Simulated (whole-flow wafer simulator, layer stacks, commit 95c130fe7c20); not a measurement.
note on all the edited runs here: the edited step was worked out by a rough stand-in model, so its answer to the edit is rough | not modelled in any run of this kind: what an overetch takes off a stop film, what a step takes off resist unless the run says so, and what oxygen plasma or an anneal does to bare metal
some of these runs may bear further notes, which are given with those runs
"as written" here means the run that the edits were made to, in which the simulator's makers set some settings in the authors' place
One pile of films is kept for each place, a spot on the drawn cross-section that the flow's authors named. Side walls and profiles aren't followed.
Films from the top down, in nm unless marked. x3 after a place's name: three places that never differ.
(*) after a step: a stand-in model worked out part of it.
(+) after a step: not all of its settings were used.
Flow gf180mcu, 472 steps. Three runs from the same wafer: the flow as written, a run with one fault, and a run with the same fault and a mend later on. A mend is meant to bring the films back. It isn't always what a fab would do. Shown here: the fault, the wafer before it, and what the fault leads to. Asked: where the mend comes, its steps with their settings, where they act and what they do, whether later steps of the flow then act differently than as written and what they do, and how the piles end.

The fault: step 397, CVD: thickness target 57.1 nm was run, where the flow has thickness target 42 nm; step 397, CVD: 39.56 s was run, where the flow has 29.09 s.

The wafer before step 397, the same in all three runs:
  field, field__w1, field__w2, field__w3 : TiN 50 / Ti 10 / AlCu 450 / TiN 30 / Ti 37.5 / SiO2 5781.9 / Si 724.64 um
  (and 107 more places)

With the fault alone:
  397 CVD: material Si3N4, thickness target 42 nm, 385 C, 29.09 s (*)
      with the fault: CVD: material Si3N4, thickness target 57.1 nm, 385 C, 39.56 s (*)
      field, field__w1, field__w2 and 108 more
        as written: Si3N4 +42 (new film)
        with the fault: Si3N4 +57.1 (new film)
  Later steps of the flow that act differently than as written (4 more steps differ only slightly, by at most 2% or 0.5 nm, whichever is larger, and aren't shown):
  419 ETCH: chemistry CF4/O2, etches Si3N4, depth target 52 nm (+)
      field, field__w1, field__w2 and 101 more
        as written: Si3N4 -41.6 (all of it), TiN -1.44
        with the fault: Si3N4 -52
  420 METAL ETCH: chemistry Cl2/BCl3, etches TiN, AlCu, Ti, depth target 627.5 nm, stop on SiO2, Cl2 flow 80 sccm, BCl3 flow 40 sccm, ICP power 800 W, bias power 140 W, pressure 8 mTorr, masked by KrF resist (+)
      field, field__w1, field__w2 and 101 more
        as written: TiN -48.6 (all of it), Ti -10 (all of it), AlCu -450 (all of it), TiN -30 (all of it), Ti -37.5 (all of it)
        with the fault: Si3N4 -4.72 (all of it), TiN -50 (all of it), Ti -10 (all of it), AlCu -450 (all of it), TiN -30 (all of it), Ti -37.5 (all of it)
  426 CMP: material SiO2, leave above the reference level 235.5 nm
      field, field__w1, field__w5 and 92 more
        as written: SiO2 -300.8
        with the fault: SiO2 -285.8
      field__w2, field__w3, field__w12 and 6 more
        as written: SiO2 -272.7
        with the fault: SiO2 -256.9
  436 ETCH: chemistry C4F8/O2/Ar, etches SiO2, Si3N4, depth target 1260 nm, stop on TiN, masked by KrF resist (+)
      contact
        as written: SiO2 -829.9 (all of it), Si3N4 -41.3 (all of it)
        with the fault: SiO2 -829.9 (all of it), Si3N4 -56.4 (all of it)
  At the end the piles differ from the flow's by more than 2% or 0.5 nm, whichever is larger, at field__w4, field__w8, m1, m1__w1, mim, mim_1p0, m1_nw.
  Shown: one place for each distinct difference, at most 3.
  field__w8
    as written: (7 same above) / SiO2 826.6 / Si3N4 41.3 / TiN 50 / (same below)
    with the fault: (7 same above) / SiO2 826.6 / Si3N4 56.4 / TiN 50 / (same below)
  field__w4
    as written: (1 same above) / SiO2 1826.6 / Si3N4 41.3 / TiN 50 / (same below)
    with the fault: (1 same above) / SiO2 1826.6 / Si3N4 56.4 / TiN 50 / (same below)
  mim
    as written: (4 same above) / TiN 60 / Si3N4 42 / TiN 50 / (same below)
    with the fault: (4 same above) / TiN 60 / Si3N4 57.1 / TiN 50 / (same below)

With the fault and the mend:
  The mend comes after step 397.
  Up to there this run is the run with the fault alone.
  397a WET ETCH: chemistry H3PO4, depth target 15.1 nm, 160 C (the flow's step 14 once more, with other settings)
      field, field__w1, field__w2 and 108 more
        Si3N4 -15.1
  No later step of the flow acts differently than as written, at any place that is followed, by more than 2% or 0.5 nm, whichever is larger.
  At the end the piles differ from the flow's only slightly at the places that both follow, by at most 2% or 0.5 nm, whichever is larger.
